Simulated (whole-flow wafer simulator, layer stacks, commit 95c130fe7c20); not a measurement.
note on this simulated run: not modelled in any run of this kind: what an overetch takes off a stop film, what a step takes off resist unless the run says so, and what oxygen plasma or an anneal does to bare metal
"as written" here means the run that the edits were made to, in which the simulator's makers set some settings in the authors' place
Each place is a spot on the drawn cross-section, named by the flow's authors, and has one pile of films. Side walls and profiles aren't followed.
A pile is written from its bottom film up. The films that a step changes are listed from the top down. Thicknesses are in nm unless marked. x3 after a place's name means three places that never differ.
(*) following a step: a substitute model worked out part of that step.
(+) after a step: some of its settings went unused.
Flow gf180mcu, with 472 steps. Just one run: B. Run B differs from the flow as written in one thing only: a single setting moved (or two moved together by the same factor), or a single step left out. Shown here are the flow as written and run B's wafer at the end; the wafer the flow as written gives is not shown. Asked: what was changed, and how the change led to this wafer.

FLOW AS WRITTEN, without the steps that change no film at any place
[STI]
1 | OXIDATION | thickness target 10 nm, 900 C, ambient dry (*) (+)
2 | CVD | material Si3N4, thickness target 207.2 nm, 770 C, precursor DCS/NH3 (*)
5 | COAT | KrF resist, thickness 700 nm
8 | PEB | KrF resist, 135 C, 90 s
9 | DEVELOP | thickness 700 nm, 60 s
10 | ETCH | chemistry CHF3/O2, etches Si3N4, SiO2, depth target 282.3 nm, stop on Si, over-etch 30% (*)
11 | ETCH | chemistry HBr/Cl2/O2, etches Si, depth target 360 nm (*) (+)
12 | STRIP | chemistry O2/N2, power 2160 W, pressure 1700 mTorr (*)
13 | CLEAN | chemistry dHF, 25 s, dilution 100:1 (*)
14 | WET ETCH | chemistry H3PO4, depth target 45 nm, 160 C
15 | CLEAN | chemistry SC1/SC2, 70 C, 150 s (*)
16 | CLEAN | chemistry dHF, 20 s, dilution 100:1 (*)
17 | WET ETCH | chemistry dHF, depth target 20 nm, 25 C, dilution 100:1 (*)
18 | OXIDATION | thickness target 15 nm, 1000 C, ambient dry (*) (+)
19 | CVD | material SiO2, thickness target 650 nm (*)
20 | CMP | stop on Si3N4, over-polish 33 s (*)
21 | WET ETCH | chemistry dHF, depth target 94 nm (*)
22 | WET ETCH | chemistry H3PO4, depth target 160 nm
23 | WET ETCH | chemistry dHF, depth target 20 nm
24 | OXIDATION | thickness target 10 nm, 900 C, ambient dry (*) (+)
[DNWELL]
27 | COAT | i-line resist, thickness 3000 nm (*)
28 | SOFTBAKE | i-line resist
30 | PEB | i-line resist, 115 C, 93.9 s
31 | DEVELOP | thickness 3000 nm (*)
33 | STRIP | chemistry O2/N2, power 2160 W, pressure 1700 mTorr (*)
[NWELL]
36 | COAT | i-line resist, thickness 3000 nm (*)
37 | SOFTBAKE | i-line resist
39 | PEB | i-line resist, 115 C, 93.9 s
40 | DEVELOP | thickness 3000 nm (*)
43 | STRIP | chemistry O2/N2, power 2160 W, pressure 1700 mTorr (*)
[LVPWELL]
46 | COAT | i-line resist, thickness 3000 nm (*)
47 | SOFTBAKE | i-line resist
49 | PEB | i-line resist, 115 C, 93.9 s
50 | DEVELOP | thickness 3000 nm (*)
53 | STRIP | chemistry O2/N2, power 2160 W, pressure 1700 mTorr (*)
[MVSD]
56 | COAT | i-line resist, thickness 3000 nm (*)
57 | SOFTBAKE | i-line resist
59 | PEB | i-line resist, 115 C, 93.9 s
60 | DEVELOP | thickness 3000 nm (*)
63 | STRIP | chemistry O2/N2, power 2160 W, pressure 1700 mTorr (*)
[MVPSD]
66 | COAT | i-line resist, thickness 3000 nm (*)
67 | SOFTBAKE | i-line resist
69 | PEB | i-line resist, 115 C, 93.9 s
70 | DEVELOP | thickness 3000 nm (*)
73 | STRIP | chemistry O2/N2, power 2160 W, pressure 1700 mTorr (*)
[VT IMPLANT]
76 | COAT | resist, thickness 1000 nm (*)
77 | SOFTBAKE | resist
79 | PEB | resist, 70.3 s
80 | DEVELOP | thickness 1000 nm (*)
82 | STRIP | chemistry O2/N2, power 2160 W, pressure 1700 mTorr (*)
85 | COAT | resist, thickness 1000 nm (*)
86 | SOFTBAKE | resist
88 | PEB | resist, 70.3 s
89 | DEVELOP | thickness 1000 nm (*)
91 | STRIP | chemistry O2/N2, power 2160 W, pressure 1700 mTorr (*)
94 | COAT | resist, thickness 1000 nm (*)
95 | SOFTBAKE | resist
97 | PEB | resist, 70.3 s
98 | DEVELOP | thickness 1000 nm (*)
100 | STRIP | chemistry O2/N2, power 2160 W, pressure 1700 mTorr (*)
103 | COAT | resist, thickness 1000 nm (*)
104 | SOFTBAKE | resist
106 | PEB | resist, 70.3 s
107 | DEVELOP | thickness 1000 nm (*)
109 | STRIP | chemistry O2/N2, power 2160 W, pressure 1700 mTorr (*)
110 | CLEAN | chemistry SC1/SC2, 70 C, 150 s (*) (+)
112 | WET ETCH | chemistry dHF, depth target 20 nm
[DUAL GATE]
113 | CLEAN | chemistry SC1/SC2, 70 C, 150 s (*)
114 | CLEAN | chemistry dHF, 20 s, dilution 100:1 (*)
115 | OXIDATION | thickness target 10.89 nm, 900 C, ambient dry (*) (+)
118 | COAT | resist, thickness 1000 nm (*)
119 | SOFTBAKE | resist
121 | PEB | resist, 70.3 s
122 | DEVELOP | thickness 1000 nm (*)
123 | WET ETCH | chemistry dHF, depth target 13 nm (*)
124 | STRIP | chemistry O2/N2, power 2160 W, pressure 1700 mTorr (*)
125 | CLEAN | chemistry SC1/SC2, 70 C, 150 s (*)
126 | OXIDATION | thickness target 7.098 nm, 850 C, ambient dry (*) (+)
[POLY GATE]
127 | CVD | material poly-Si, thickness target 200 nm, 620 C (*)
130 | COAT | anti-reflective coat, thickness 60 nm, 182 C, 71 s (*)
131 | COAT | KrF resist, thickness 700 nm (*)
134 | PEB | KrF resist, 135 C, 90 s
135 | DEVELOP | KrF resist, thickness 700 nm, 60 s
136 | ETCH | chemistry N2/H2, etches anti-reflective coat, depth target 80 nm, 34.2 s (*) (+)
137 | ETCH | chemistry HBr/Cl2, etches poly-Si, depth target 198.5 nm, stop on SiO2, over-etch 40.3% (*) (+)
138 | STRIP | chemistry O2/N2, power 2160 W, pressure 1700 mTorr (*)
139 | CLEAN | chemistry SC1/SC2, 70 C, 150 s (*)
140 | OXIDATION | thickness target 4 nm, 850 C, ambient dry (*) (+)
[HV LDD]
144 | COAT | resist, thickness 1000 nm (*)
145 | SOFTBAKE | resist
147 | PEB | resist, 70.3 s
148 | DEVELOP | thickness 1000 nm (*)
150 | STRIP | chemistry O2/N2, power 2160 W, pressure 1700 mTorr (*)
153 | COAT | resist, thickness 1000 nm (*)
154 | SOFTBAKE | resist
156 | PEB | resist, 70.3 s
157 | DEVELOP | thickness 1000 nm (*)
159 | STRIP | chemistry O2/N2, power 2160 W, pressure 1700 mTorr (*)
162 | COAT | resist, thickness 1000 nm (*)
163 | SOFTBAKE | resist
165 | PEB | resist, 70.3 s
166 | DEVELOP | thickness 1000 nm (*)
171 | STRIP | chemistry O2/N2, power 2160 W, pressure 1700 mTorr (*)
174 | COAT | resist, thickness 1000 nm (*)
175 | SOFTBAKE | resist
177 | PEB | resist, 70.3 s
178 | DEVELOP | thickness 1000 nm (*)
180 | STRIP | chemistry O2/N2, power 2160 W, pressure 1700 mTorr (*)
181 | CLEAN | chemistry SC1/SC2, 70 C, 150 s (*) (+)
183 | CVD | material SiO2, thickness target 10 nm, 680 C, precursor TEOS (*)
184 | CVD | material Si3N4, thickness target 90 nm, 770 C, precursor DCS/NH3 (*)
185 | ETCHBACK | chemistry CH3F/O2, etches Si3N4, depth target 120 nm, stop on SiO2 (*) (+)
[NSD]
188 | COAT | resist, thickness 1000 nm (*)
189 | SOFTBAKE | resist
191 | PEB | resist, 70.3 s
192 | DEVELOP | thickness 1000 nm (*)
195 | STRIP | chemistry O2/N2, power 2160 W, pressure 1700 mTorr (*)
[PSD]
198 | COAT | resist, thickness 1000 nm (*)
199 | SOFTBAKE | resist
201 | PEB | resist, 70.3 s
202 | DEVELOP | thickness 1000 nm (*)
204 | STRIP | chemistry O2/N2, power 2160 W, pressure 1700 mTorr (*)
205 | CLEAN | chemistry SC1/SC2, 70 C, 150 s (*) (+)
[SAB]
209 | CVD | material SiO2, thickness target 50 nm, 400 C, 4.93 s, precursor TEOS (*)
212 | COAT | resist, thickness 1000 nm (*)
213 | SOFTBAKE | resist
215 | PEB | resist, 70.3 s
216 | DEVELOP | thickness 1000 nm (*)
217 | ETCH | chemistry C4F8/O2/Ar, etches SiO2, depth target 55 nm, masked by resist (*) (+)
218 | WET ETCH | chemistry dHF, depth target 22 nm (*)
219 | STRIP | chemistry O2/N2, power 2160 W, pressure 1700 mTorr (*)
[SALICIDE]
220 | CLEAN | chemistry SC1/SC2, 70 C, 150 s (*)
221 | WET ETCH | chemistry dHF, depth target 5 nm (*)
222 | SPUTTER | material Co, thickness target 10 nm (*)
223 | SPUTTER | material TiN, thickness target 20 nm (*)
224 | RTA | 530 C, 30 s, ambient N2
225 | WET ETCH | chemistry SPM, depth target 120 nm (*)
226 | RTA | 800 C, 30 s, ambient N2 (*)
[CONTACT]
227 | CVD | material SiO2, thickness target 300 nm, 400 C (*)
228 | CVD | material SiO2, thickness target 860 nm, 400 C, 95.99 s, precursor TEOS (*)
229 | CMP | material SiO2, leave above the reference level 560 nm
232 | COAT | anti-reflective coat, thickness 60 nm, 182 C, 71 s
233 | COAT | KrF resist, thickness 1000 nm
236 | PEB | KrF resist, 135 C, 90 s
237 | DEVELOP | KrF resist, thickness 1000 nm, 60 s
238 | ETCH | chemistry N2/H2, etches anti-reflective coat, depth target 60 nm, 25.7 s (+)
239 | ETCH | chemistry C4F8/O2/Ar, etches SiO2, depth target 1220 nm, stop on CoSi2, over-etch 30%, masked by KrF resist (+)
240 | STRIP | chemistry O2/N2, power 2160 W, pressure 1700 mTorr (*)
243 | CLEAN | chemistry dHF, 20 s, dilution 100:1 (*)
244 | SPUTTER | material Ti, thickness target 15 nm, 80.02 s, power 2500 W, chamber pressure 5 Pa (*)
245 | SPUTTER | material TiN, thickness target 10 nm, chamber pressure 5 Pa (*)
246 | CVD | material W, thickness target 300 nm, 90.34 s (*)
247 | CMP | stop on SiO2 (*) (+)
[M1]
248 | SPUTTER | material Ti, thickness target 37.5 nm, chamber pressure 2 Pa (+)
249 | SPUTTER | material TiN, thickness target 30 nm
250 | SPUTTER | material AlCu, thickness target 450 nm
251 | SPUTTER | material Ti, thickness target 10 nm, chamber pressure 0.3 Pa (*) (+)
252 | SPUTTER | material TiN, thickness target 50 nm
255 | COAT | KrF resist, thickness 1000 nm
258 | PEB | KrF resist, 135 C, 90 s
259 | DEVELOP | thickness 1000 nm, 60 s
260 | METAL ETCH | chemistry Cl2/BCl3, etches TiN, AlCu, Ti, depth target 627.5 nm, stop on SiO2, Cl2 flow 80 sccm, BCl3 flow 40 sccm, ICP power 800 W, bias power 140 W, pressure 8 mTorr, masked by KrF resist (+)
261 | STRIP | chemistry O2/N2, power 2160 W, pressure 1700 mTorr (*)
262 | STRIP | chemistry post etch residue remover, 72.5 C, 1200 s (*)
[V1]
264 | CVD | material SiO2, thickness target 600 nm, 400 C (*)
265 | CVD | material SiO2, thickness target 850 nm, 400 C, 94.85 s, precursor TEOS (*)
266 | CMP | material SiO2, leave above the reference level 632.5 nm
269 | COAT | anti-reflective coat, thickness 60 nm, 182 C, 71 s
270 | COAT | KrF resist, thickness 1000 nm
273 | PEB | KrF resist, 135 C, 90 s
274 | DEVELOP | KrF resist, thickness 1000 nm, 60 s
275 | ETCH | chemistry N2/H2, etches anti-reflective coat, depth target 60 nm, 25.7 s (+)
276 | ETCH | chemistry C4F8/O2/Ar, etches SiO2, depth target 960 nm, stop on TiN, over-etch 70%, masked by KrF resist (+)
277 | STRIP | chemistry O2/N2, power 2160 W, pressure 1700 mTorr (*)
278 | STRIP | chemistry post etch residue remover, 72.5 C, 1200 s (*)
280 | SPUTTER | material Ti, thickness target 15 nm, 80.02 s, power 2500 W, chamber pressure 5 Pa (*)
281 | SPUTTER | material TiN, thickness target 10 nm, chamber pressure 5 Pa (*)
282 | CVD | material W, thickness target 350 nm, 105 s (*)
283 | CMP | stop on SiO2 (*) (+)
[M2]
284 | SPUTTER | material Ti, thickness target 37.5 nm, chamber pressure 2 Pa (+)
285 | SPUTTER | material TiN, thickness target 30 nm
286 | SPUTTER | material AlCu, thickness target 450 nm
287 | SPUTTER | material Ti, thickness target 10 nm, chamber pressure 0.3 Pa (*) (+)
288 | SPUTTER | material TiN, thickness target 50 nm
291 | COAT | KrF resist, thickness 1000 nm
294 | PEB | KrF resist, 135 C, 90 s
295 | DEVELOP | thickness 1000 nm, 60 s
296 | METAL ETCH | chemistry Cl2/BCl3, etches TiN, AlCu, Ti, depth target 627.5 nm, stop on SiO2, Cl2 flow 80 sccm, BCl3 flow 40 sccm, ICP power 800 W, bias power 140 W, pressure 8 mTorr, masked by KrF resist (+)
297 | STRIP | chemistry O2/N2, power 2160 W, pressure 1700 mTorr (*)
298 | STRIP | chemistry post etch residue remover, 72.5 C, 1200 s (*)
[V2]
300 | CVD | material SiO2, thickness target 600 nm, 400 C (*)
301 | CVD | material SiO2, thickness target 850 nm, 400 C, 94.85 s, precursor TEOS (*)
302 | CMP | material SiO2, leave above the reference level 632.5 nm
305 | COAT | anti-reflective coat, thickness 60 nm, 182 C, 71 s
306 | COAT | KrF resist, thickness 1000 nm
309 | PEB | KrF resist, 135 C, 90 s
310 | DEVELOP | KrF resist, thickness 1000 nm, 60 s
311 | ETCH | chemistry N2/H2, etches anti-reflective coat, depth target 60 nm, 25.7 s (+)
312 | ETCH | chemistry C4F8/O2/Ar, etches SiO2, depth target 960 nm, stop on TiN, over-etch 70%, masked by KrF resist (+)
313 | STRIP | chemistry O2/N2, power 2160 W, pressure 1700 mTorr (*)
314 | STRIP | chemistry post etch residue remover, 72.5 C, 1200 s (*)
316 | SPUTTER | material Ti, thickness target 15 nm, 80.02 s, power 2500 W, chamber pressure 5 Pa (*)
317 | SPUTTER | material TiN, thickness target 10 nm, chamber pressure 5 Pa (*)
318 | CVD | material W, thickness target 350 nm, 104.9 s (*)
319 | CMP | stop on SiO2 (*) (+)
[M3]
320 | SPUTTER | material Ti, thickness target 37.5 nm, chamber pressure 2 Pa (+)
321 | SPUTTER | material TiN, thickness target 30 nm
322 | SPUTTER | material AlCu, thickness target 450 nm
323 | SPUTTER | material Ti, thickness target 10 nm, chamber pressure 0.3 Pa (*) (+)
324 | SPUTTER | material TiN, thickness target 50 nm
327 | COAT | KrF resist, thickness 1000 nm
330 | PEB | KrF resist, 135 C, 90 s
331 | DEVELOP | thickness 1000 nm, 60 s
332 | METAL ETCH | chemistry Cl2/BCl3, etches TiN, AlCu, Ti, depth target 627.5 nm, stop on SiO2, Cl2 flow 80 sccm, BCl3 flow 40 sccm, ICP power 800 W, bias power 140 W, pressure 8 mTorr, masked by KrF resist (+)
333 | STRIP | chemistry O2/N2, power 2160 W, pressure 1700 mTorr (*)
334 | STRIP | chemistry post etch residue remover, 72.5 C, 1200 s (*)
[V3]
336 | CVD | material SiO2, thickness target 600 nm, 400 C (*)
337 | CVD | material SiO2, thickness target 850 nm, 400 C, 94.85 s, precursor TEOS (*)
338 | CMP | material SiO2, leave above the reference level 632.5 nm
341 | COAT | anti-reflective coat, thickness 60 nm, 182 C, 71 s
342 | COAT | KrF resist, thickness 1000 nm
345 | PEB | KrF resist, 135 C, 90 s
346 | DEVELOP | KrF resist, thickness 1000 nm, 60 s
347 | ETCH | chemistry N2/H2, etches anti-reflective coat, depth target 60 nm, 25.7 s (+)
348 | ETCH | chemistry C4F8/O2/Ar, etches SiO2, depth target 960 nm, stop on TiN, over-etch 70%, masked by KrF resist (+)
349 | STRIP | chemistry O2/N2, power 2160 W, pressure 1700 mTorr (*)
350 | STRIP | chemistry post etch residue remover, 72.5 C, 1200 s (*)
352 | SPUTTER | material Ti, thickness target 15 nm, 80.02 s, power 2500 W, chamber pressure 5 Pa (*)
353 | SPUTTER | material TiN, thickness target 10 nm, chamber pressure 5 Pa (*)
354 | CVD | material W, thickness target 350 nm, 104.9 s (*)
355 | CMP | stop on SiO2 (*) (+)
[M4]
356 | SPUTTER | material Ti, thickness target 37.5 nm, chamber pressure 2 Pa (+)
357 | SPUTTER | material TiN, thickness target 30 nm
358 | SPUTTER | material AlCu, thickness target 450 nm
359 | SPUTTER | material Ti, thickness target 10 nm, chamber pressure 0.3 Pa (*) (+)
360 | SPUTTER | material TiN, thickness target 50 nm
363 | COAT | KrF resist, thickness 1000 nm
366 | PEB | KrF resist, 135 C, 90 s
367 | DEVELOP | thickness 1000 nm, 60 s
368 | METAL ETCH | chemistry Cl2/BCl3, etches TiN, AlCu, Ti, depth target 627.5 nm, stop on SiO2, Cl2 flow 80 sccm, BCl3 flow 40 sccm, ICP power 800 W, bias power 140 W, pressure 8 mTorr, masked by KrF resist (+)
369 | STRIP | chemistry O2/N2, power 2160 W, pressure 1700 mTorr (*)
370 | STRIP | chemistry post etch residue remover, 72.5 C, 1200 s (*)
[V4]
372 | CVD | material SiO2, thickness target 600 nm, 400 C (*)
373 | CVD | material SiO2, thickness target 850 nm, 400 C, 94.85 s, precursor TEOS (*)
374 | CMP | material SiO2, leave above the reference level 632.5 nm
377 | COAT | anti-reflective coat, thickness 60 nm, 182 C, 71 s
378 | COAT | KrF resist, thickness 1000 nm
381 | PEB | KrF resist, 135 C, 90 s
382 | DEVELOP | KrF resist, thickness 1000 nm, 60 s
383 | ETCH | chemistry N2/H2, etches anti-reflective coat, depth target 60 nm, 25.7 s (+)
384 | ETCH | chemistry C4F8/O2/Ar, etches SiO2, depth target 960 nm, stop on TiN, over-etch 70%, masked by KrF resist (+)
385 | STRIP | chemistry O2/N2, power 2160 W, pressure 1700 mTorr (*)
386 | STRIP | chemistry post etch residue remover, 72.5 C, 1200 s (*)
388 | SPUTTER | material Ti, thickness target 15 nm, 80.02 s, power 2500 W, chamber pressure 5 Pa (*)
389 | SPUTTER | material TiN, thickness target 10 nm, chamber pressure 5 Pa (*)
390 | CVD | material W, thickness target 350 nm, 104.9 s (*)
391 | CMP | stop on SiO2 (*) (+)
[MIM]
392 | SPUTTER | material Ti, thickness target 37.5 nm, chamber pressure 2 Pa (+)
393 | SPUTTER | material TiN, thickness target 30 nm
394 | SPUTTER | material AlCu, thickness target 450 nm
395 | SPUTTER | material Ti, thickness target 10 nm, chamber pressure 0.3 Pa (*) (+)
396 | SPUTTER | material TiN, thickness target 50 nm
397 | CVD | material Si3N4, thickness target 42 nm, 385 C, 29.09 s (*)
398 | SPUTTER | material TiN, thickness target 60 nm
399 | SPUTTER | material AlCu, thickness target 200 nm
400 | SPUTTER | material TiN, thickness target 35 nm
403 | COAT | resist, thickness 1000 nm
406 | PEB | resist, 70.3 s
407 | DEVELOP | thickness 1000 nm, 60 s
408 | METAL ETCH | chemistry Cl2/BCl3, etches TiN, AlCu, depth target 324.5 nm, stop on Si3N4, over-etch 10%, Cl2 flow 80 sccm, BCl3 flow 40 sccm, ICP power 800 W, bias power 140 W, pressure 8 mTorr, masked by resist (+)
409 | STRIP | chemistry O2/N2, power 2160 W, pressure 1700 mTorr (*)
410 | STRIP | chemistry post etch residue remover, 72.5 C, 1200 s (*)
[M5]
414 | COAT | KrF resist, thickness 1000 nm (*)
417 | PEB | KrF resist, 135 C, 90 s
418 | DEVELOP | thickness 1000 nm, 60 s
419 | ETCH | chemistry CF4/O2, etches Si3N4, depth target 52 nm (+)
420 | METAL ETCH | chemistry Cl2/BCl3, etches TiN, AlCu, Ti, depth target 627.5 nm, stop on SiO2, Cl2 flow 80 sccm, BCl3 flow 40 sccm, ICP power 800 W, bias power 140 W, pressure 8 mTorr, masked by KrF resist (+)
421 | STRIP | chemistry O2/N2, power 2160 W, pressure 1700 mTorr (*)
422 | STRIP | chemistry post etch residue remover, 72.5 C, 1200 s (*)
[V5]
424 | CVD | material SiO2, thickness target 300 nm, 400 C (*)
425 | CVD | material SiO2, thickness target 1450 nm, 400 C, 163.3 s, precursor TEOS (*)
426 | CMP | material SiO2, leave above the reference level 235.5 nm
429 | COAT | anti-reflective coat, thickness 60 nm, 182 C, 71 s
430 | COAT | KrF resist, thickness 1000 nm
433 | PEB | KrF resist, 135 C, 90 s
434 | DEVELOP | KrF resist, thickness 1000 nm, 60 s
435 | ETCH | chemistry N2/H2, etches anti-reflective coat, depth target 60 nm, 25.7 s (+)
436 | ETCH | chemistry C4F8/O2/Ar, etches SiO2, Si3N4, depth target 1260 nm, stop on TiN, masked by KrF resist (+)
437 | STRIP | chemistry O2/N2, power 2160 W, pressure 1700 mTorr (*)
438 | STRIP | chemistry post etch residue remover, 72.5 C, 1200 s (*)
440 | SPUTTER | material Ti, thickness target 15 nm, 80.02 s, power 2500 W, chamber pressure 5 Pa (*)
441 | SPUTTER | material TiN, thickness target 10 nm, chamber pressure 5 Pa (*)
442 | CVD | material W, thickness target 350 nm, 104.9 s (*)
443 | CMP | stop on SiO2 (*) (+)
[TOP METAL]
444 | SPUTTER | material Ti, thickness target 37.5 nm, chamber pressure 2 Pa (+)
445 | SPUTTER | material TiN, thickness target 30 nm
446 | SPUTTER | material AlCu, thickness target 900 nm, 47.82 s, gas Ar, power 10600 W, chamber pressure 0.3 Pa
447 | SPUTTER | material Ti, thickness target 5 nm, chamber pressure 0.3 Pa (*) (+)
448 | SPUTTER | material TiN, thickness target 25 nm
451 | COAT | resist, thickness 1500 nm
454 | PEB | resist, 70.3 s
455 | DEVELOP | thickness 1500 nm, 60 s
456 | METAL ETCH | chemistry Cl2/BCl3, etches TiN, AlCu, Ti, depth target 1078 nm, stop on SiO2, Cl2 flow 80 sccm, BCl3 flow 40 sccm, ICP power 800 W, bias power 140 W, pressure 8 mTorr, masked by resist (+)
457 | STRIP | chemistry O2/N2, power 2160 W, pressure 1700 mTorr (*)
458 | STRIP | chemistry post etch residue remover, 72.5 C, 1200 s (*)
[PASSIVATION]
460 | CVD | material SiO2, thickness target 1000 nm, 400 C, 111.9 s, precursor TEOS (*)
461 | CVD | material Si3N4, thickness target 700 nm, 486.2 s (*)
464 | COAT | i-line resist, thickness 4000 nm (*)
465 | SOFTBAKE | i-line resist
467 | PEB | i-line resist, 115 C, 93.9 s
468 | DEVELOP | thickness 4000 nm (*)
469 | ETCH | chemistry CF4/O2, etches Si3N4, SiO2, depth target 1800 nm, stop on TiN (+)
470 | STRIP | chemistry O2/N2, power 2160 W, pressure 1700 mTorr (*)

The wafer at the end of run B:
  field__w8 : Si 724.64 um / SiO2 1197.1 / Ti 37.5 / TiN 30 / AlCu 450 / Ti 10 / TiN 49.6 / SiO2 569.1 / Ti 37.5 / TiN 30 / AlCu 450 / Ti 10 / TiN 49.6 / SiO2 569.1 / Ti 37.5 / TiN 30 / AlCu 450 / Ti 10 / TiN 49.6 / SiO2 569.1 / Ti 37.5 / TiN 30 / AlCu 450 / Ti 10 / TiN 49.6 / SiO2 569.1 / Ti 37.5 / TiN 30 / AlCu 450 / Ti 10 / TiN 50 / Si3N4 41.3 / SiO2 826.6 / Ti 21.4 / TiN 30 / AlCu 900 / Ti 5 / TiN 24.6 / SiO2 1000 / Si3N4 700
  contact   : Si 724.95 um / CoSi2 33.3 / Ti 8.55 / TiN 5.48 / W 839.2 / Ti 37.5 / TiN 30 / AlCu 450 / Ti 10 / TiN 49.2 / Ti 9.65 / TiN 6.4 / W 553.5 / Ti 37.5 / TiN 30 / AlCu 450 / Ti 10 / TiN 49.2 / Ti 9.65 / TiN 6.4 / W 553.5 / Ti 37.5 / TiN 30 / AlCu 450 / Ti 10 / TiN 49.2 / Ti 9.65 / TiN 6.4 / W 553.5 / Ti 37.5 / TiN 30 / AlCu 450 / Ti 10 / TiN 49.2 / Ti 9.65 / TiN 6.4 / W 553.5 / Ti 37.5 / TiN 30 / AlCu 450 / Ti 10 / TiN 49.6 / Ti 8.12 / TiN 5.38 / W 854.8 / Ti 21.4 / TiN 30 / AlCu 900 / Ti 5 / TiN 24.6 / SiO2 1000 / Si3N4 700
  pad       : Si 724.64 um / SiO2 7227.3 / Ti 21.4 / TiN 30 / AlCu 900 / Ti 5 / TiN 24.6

What caused this: step 444, SPUTTER: thickness target 21.4 nm was run, though the flow has thickness target 37.5 nm.
The wafer itself shows it: field__w8 has Ti 21.4, and step 444 as written asks for 37.5 nm.

The path from the change to this, step by step:
  444 | SPUTTER | material Ti, thickness target 37.5 nm, chamber pressure 2 Pa (+)
      field, field__w1, field__w2 and 109 more: Ti gains 21.4 (new film) (in the flow as written it would be: Ti gains 37.5 (new film))
  456 | METAL ETCH | chemistry Cl2/BCl3, etches TiN, AlCu, Ti, depth target 1078 nm, stop on SiO2, Cl2 flow 80 sccm, BCl3 flow 40 sccm, ICP power 800 W, bias power 140 W, pressure 8 mTorr, masked by resist (+)
      field, field__w1, field__w2 and 103 more: TiN loses 25 (all of it), Ti loses 5 (all of it), AlCu loses 900 (all of it), TiN loses 30 (all of it), Ti loses 21.4 (all of it) (in the flow as written it would be: TiN loses 25 (all of it), Ti loses 5 (all of it), AlCu loses 900 (all of it), TiN loses 30 (all of it), Ti loses 37.5 (all of it))
  465 | SOFTBAKE | i-line resist
      ld_acc_p, ld_fp_p, ld_drift_p: i-line resist gains 33 (in the flow as written it would be: i-line resist gains 33.8)
      field__w11, field__w13: i-line resist gains 36.7 (in the flow as written it would be: i-line resist gains 37.6)
      (as well as at 58 more places)
